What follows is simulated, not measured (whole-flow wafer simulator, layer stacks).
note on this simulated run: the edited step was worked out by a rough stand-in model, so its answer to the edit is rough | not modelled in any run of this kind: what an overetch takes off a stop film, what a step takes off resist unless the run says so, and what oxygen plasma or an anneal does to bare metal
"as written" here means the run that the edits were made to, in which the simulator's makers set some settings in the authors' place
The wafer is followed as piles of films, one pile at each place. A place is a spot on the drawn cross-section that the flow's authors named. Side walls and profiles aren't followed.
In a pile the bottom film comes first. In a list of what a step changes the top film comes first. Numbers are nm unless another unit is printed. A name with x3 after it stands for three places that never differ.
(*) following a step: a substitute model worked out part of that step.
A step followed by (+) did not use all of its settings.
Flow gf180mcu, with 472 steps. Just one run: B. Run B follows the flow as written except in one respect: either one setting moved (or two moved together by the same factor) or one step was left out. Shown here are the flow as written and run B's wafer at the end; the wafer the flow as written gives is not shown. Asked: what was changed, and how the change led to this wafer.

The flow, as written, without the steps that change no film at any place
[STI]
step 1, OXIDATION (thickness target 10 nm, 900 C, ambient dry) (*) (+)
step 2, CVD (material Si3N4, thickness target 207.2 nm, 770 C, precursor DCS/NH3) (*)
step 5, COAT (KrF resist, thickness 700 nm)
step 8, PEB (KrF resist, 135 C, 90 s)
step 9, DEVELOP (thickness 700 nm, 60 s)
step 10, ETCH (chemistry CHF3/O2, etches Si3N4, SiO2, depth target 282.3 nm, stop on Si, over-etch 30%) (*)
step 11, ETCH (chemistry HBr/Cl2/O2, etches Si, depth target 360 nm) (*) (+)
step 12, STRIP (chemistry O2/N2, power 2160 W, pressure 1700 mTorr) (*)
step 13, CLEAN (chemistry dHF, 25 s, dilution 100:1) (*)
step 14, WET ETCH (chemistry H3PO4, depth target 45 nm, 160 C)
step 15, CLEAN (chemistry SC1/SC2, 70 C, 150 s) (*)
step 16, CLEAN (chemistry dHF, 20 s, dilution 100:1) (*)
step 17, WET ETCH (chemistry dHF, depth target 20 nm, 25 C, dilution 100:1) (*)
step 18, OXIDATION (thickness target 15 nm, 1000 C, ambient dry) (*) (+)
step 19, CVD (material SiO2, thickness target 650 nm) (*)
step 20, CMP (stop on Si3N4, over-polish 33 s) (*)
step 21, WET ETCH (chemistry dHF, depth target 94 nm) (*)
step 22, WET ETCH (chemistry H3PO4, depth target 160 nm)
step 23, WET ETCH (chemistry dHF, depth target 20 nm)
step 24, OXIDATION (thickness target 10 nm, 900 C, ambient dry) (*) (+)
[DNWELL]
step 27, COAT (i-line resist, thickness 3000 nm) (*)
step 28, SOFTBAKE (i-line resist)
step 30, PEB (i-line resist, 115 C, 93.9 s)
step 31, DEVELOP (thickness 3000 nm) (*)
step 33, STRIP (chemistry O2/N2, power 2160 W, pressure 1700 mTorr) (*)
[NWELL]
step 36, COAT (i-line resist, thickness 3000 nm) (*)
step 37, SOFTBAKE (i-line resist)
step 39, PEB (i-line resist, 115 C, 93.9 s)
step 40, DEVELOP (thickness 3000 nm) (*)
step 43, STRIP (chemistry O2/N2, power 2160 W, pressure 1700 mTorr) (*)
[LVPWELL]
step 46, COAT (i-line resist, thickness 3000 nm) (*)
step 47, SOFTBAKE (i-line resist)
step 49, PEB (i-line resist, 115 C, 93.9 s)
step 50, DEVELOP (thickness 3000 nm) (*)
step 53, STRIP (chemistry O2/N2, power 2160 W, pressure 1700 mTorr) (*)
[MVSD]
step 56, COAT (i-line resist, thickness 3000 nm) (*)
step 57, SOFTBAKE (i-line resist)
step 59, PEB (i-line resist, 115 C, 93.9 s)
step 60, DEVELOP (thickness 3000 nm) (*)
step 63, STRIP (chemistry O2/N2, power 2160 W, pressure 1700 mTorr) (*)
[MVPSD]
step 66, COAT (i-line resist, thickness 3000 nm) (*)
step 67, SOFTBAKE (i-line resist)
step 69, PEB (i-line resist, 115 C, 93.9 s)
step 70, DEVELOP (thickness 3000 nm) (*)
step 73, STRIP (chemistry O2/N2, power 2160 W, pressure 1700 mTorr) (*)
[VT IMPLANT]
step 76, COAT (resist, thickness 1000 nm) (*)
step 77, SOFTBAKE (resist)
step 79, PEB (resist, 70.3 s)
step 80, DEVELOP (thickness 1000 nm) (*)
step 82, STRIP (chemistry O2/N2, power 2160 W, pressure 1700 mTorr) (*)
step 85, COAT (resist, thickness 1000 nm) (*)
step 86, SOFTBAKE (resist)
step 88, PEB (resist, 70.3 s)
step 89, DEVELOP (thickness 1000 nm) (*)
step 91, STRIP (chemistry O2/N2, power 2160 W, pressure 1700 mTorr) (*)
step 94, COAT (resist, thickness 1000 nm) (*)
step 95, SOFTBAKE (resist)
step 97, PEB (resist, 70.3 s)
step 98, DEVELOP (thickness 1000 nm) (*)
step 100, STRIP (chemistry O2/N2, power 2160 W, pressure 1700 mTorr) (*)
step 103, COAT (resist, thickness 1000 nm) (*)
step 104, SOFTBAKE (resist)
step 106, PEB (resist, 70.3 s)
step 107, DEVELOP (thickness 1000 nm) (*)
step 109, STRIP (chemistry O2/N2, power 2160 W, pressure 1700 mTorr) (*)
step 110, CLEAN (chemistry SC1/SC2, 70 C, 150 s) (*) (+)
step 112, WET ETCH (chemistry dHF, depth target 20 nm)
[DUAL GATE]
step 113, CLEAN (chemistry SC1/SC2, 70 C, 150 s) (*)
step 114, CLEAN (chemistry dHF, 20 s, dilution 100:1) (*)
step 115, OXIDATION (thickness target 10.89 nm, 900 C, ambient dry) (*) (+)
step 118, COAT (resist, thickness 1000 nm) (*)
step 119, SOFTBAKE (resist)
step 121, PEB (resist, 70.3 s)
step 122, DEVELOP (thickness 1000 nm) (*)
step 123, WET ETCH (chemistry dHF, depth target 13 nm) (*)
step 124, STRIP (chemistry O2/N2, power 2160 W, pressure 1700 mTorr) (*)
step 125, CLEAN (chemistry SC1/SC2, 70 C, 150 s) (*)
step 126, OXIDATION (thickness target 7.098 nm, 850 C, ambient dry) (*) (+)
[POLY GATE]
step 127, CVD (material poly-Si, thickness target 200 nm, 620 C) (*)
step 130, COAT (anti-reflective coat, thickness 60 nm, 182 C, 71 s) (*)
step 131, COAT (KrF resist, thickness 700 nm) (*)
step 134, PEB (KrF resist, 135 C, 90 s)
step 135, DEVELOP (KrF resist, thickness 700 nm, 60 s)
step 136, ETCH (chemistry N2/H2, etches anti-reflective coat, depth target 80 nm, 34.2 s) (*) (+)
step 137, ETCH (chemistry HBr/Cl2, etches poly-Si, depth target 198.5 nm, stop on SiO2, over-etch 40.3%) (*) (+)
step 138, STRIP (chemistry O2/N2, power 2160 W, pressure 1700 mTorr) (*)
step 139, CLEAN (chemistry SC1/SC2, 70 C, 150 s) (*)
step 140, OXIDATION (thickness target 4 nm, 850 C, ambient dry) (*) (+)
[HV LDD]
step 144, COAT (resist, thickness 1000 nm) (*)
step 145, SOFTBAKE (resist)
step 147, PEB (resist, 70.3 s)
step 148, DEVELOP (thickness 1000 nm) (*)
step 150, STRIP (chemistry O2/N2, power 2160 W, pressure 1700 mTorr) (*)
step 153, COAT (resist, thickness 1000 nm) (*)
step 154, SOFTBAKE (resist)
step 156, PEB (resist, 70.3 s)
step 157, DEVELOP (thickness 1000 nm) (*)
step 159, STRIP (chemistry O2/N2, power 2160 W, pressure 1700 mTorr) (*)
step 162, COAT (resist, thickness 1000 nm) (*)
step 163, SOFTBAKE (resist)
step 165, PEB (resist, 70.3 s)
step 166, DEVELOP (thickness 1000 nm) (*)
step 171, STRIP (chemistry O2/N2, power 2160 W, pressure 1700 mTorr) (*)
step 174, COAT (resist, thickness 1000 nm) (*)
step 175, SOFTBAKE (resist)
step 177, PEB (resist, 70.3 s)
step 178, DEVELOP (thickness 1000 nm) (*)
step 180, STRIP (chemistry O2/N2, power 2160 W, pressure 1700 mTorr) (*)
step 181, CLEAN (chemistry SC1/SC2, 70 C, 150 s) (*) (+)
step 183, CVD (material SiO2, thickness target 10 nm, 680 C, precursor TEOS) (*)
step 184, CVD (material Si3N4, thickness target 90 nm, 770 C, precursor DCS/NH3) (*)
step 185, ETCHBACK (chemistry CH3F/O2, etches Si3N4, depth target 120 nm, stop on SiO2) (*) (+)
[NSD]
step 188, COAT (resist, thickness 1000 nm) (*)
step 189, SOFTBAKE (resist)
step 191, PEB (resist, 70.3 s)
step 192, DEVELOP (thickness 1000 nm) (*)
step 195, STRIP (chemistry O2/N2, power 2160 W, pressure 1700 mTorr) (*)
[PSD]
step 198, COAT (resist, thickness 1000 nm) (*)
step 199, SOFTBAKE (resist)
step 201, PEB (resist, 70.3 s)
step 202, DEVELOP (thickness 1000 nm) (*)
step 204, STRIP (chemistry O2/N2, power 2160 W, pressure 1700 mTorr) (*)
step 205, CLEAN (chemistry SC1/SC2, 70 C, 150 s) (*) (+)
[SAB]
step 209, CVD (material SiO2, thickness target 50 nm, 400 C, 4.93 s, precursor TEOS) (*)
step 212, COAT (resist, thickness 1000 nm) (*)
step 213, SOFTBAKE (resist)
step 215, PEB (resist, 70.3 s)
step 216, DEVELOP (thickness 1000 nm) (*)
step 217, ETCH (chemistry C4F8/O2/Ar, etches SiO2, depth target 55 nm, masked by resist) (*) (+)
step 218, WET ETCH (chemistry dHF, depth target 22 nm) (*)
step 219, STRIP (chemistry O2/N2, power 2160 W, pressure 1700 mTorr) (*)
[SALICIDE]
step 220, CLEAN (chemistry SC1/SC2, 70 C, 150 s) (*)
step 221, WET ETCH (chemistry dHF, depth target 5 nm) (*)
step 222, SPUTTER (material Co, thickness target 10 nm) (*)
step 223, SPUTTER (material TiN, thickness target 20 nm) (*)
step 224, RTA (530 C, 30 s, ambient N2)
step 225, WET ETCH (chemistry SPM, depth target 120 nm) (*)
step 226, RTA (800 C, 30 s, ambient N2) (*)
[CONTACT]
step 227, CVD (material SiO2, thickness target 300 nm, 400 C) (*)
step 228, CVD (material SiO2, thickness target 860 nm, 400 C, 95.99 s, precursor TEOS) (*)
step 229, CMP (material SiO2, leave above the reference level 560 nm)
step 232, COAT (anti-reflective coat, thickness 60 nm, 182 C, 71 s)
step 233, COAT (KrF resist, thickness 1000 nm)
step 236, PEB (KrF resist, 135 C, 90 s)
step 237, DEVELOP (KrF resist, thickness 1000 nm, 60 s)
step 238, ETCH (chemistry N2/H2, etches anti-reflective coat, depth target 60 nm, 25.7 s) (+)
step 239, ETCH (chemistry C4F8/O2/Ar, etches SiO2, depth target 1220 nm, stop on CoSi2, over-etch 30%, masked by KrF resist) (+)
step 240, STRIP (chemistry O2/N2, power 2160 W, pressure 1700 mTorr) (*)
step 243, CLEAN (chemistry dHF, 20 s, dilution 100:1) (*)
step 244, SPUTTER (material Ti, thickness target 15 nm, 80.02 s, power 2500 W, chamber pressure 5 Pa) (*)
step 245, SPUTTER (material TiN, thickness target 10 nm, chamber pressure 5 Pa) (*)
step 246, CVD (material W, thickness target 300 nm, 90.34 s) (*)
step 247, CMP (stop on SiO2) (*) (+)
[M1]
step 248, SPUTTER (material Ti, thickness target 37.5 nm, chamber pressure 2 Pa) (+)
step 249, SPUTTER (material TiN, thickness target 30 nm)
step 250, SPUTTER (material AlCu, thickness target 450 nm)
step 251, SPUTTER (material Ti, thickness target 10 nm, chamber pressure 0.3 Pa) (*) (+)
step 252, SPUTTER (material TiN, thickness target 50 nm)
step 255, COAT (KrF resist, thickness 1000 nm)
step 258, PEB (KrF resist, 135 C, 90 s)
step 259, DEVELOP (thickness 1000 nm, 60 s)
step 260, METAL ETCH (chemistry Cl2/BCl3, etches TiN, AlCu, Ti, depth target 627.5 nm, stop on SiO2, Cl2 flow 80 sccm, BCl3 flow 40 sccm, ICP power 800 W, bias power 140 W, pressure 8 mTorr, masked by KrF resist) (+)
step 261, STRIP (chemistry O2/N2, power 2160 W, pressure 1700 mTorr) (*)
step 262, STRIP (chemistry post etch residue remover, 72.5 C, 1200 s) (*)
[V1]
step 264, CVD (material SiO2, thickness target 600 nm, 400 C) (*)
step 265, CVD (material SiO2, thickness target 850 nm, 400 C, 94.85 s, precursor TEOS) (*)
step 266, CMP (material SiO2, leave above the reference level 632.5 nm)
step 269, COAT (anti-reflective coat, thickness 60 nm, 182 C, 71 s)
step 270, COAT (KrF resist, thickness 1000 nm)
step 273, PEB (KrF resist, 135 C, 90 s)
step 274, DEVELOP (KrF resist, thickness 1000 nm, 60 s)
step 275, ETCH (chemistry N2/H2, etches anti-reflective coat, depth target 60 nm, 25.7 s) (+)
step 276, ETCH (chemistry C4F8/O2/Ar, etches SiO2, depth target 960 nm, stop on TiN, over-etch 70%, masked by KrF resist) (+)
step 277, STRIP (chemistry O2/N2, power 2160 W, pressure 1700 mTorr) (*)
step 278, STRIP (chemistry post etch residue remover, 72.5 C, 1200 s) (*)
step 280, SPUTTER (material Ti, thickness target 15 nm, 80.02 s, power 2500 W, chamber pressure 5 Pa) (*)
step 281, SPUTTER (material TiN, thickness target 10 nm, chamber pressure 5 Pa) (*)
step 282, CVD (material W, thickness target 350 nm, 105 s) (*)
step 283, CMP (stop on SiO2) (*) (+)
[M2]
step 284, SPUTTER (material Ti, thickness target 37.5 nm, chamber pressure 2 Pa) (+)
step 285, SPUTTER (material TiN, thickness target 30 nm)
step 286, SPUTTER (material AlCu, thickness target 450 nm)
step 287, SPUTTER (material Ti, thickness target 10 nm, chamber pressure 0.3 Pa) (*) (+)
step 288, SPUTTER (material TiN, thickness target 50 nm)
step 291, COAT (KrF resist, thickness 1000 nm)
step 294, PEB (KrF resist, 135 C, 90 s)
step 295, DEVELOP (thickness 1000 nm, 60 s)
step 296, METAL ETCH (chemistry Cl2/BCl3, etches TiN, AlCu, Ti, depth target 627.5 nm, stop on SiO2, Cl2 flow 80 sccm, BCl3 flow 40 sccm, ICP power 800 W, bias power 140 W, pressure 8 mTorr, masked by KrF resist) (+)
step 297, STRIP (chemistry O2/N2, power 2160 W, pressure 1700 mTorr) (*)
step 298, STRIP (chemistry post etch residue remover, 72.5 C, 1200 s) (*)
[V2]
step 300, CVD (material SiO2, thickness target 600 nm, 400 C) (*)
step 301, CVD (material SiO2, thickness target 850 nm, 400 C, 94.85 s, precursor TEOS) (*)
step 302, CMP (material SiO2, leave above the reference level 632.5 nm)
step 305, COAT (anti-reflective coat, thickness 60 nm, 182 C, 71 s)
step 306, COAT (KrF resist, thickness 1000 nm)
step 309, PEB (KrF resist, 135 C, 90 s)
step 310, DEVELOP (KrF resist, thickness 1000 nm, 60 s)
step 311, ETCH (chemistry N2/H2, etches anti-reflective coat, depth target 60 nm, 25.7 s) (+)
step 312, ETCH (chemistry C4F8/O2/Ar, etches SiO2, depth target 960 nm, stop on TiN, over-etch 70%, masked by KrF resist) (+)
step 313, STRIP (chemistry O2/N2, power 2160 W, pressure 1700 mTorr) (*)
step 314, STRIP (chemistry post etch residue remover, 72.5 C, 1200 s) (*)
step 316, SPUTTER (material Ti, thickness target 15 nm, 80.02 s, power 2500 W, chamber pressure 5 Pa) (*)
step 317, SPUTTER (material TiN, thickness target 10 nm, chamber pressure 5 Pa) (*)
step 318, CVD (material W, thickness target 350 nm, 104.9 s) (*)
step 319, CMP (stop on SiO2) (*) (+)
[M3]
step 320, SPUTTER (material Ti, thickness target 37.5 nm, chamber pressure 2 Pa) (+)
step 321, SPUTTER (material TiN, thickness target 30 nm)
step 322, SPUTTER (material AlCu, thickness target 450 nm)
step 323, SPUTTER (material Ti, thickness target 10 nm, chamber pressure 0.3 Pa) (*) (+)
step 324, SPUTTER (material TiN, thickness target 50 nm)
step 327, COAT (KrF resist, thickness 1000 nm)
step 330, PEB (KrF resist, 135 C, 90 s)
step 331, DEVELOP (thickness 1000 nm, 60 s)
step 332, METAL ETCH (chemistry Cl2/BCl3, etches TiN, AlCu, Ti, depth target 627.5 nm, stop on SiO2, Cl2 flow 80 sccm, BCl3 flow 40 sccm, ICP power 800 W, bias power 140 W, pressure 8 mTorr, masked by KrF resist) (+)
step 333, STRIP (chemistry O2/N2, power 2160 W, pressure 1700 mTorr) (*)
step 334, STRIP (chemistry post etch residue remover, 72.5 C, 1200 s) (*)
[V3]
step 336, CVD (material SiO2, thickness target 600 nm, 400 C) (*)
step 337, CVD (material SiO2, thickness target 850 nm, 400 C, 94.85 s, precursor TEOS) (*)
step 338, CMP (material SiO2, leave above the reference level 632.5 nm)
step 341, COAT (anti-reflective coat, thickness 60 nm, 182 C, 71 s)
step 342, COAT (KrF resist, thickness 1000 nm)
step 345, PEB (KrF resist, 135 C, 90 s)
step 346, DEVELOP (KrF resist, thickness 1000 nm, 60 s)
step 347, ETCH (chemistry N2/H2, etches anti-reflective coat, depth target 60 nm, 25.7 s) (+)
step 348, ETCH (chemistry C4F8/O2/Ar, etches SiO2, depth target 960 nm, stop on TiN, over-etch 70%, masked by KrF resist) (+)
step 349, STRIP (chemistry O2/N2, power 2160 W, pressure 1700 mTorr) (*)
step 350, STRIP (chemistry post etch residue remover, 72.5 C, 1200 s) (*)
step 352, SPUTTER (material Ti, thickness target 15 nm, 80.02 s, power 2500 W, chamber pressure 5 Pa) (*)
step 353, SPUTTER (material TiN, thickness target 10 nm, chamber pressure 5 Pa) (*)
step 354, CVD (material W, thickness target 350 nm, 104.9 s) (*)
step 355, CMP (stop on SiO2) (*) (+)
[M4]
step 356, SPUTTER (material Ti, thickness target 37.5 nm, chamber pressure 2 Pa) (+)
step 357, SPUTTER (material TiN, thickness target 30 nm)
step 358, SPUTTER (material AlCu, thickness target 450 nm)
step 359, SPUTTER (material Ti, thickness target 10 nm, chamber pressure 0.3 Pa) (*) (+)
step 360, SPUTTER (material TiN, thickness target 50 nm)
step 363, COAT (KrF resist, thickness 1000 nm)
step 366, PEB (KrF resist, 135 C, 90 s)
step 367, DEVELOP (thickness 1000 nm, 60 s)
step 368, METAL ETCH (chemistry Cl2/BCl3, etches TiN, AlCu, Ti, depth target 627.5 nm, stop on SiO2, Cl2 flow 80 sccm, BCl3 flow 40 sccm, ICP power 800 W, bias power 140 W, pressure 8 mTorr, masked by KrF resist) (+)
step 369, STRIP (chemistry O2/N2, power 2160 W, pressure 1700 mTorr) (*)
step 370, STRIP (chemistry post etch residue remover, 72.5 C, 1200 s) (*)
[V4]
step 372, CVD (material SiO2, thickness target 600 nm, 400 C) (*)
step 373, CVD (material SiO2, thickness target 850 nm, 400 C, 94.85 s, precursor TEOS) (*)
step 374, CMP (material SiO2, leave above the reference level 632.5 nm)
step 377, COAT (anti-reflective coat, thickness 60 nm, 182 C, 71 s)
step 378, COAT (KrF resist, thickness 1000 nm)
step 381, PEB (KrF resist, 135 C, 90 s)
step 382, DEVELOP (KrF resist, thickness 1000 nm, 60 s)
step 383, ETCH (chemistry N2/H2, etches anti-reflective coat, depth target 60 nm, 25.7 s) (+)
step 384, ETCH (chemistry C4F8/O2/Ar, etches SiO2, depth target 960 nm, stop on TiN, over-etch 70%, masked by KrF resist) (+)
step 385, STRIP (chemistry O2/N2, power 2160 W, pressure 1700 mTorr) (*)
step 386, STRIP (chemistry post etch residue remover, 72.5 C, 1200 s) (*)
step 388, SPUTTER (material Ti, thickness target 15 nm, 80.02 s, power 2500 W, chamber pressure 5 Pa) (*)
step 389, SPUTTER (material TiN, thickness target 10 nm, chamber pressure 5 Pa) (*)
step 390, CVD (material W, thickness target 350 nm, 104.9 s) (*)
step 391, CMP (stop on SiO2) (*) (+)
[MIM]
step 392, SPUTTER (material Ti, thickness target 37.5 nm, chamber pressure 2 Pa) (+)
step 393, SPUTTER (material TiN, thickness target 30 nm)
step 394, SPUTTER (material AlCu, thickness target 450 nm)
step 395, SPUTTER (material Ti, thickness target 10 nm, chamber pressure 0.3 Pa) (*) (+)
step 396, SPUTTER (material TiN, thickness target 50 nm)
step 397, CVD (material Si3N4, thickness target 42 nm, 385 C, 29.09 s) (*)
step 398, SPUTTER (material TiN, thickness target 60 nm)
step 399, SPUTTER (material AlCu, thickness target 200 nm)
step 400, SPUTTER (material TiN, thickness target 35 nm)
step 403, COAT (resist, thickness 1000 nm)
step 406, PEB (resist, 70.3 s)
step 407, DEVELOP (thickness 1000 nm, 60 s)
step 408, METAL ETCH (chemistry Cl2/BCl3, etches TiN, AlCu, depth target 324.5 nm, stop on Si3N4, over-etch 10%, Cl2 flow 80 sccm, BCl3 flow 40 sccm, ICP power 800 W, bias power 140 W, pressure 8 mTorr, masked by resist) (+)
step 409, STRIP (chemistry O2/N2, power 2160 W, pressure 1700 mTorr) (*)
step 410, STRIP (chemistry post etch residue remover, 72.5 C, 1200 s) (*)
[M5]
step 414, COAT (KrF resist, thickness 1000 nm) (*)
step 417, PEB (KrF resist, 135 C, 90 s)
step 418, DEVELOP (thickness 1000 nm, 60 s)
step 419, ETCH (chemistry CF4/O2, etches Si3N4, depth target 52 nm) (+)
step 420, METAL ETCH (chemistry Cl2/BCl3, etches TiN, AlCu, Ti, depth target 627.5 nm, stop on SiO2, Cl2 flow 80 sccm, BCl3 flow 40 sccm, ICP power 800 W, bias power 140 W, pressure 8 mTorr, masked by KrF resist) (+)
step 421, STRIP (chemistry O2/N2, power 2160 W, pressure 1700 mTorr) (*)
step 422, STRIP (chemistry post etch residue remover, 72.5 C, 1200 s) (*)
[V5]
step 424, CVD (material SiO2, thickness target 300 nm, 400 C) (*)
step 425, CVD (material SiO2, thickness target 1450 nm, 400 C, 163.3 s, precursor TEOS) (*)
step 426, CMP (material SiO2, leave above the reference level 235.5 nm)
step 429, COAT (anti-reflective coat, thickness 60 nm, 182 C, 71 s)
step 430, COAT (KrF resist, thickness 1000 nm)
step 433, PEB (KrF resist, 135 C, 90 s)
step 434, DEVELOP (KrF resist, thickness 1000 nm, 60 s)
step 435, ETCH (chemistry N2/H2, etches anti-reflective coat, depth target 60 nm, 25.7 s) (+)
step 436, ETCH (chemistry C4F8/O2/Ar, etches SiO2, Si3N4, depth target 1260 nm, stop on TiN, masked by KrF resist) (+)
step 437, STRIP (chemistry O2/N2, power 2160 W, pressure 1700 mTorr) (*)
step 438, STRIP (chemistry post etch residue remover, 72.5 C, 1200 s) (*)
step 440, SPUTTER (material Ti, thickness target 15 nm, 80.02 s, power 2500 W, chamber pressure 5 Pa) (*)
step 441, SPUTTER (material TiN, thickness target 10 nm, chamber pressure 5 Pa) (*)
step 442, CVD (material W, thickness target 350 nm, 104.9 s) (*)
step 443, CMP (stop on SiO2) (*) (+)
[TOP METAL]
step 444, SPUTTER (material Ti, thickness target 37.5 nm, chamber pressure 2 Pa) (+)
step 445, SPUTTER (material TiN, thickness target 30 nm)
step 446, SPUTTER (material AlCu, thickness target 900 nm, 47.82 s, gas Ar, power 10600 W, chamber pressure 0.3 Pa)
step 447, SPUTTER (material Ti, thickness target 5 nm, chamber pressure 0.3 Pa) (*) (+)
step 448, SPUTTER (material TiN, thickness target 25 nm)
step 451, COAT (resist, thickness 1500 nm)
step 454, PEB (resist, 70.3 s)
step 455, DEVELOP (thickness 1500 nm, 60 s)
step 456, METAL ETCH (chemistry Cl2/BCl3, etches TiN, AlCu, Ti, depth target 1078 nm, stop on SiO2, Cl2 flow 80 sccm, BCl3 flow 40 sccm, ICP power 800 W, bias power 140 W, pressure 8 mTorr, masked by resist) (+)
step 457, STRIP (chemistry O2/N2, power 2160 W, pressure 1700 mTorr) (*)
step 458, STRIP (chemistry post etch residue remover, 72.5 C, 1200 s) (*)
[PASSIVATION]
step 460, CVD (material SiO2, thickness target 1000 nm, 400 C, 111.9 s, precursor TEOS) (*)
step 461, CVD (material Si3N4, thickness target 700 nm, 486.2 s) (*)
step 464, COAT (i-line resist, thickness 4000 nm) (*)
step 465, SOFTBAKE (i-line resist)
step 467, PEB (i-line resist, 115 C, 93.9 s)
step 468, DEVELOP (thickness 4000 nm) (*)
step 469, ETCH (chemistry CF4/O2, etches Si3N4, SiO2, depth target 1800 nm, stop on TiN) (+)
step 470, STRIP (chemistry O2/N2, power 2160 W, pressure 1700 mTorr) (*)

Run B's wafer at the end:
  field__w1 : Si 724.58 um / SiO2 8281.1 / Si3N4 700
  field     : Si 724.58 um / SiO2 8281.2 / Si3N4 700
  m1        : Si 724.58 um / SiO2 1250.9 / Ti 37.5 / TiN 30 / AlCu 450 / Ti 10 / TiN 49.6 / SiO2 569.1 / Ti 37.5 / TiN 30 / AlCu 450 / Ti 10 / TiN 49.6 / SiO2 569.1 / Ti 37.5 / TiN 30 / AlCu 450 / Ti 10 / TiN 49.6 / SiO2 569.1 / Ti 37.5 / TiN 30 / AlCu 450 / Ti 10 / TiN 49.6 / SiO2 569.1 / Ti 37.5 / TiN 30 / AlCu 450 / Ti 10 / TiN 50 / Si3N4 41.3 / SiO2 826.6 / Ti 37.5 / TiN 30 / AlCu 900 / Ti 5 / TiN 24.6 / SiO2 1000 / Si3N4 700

What caused this: step 11, ETCH: depth target 414 nm was run, while the flow as written has depth target 360 nm.

The path from the change to this, step by step:
  step 11, ETCH (chemistry HBr/Cl2/O2, etches Si, depth target 360 nm) (*) (+)
      active, n_well, p_well and 40 more: KrF resist loses 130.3 (as written it would have been: KrF resist loses 112.3)
      field, field_sub, sti and 34 more: Si loses 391 (as written it would have been: Si loses 337)
  step 12, STRIP (chemistry O2/N2, power 2160 W, pressure 1700 mTorr) (*)
      active, n_well, p_well and 40 more: KrF resist loses 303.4 (all of it) (as written it would have been: KrF resist loses 321.4 (all of it))
  step 19, CVD (material SiO2, thickness target 650 nm) (*)
      m1, ld_fp_n, ld_drift_n and 8 more: SiO2 gains 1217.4 (as written it would have been: SiO2 gains 1163.4)
  step 20, CMP (stop on Si3N4, over-polish 33 s) (*)
      sti, mim_1p0, pad and 11 more: SiO2 loses 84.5 (as written it would have been: SiO2 loses 138.5)
      nw_enc_fld, nw_enc_fld_lv: SiO2 loses 88.5 (as written it would have been: SiO2 loses 142.5)
      (as well as at 10 more places)
